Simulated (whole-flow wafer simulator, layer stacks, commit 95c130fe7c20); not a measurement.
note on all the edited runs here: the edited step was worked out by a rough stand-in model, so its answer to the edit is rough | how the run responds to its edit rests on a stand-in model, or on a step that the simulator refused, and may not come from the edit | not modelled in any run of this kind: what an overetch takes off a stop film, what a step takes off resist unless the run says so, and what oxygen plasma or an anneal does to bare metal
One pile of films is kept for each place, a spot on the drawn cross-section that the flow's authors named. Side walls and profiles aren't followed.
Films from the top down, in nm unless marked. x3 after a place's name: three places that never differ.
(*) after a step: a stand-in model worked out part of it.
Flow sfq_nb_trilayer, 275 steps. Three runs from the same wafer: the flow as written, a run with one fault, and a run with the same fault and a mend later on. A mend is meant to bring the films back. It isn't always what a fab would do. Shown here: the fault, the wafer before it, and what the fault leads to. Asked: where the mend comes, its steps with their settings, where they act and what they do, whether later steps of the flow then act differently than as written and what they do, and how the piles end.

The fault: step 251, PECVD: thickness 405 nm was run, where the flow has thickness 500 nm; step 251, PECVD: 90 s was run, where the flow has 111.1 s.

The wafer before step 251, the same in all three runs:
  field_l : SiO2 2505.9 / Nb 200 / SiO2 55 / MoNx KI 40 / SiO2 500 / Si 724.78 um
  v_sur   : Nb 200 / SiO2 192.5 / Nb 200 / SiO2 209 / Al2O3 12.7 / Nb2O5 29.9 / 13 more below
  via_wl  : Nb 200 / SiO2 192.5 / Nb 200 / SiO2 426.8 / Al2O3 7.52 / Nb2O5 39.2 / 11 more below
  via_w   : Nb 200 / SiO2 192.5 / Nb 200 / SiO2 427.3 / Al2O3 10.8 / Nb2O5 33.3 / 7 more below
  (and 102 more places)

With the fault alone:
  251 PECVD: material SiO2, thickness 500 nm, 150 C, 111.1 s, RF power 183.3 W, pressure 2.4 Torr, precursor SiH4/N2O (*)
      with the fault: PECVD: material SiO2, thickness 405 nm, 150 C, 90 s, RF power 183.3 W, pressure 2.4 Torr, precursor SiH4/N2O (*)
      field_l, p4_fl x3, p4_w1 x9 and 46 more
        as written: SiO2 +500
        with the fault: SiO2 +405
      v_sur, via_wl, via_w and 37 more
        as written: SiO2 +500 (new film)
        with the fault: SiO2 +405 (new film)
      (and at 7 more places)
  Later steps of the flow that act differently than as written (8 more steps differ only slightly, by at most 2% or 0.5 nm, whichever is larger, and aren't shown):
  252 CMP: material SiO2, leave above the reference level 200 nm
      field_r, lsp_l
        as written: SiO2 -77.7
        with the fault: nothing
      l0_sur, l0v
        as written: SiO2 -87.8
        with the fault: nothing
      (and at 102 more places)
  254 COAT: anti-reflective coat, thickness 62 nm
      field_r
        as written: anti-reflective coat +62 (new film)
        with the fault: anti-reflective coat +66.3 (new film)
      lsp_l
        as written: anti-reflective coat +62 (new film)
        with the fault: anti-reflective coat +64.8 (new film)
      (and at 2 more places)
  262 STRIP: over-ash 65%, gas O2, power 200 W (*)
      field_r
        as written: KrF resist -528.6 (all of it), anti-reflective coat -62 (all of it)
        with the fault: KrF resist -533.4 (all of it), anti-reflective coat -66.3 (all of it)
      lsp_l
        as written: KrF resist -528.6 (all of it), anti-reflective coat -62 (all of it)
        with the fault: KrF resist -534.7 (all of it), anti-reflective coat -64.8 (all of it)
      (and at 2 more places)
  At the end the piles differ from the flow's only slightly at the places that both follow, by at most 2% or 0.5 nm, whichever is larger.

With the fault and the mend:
  The mend comes after step 251.
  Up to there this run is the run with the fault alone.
  251a PECVD: material SiO2, thickness 95 nm, 150 C, 21.11 s, RF power 183.3 W, pressure 2.4 Torr, precursor SiH4/N2O (*) (the flow's step 251 once more, with other settings)
      field_l, v_sur, via_wl and 98 more
        SiO2 +95
      via_v, field_r, lsp_l
        SiO2 +91.4
      l0_sur, l0v
        SiO2 +92.9
  Later steps of the flow that act differently than as written:
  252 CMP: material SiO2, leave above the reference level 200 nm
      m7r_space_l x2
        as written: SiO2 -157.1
        with the mend: SiO2 -100
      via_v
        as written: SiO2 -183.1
        with the mend: SiO2 -148.2
  At the end the piles are the same as the flow's at every place that both follow.
